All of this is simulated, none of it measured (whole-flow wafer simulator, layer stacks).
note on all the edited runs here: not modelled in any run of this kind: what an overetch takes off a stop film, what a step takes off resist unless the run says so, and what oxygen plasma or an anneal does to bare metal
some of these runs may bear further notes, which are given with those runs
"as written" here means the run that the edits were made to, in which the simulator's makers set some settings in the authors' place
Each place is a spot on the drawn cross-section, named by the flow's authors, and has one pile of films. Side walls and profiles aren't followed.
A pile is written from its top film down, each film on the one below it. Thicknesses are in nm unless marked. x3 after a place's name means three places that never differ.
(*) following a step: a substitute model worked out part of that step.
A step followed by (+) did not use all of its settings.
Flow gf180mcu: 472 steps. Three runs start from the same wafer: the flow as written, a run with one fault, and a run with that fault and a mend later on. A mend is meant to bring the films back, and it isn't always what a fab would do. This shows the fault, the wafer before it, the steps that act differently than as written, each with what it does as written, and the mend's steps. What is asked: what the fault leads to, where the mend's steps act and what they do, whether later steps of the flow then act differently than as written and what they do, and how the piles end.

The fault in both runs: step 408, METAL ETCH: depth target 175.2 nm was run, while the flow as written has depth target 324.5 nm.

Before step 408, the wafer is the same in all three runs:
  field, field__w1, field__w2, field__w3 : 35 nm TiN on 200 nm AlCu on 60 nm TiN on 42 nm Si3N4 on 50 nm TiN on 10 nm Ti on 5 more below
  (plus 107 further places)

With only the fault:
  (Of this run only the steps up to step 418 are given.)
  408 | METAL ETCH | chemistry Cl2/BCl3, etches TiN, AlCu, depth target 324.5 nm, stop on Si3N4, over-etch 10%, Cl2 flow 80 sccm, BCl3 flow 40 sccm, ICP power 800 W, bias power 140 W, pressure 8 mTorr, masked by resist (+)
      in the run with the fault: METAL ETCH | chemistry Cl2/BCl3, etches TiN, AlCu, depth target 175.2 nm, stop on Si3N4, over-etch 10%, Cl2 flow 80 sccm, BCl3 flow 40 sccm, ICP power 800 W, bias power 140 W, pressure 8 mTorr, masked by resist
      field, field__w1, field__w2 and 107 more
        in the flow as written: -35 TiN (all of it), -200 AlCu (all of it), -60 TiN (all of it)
        in the run with the fault: -35 TiN (all of it), -140.2 AlCu
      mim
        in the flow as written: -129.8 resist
        in the run with the fault: -70.1 resist
  Steps later in the flow that act otherwise than as written:
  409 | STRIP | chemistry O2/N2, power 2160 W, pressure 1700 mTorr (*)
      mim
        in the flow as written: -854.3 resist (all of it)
        in the run with the fault: -914 resist (all of it)
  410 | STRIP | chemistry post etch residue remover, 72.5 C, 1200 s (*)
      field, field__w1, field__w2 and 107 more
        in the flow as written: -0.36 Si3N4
        in the run with the fault: -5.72 AlCu
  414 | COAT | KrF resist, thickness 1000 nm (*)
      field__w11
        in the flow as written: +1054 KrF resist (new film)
        in the run with the fault: +1030.6 KrF resist (new film)
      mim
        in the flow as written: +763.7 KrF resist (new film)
        in the run with the fault: +852.7 KrF resist (new film)
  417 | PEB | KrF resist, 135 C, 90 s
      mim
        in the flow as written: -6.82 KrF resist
        in the run with the fault: -8.23 KrF resist
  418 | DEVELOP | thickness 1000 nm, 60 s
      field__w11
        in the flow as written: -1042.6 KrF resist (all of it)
        in the run with the fault: -1019.8 KrF resist (all of it)
  After step 418, at field, field__w1, field__w2 and 109 more, the piles differ from the flow's by more than 2% or 0.5 nm, whichever is larger.
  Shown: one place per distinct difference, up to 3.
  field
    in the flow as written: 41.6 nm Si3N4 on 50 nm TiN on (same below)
    in the run with the fault: 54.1 nm AlCu on 60 nm TiN on 42 nm Si3N4 on 50 nm TiN on (same below)
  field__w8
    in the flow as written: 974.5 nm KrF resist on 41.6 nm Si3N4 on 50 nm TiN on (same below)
    in the run with the fault: 974.5 nm KrF resist on 54.1 nm AlCu on 60 nm TiN on 42 nm Si3N4 on 50 nm TiN on (same below)
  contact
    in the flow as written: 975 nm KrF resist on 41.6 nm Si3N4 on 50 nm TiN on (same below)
    in the run with the fault: 974.8 nm KrF resist on 54.1 nm AlCu on 60 nm TiN on 42 nm Si3N4 on 50 nm TiN on (same below)

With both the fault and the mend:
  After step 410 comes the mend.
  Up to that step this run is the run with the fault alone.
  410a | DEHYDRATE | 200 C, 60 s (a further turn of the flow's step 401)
      leaves every film unchanged at each place that is followed
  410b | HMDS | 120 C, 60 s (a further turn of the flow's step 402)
      leaves every film unchanged at each place that is followed
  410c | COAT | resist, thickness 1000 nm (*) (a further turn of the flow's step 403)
      field__w8, m1__w1, iso_ptap_pw and 39 more
        +1000 resist (new film)
      field_sub, field_sub__w2, field_sub__w3, field_sub__w4, ld_fp_n, ld_drift_n, ld_drn_n
        +1000.9 resist (new film)
      p_well, sti, spacer, sd_n, mim_1p0, pad, dice_street
        +1000.4 resist (new film)
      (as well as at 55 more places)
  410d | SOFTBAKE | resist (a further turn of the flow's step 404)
      field__w9, nplus_u
        -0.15 resist
      field__w12, pplus_u
        +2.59 resist
      field__w2
        +2.17 resist
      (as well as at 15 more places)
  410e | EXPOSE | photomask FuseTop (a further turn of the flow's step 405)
      leaves every film unchanged at each place that is followed
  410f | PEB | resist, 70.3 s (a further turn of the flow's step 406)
      field, field__w1, field__w5 and 96 more
        -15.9 resist
      field__w2, field__w3, field__w12, pplus_u, ppoly_sal, nw_enc_fld_lv__w4
        -16 resist
      field__w7, field__w11, field__w13, ppoly_u, npoly_sal
        -16.1 resist
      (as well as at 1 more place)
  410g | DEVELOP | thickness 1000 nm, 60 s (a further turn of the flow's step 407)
      field__w8, m1__w1, iso_ptap_pw and 39 more
        -984.1 resist (all of it)
      field, field_sub__w3, field_sub__w4, ld_sd_p, ld_gate_p, ld_acc_p, ld_fp_p, ld_drift_p
        -985.1 resist (all of it)
      field_sub__w1, field_sub__w5, n_well, sd_p, gate_p, active_nat, nw_enc_fld_lv, nw_enc_fld_lv__w3
        -984.8 resist (all of it)
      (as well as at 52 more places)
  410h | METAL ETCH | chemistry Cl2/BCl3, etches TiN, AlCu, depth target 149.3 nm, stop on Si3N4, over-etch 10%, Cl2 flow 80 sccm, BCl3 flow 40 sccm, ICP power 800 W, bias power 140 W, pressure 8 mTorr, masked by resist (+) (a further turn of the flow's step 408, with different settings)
      field, field__w1, field__w2 and 107 more
        -54.1 AlCu (all of it), -60 TiN (all of it)
      mim
        -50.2 resist
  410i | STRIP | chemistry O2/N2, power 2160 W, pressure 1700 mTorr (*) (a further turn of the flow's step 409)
      mim
        -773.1 resist (all of it)
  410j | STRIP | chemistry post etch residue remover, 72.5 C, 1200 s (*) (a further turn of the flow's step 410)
      field, field__w1, field__w2 and 107 more
        -0.36 Si3N4
      mim
        -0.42 TiN
  None of the later steps of the flow differs from how it acts as written, at any place that is followed, by more than 2% or 0.5 nm, whichever is larger.
  When the end is reached, the piles differ only a little from the flow's at the places that both follow, at most by 2% or 0.5 nm, whichever is larger.
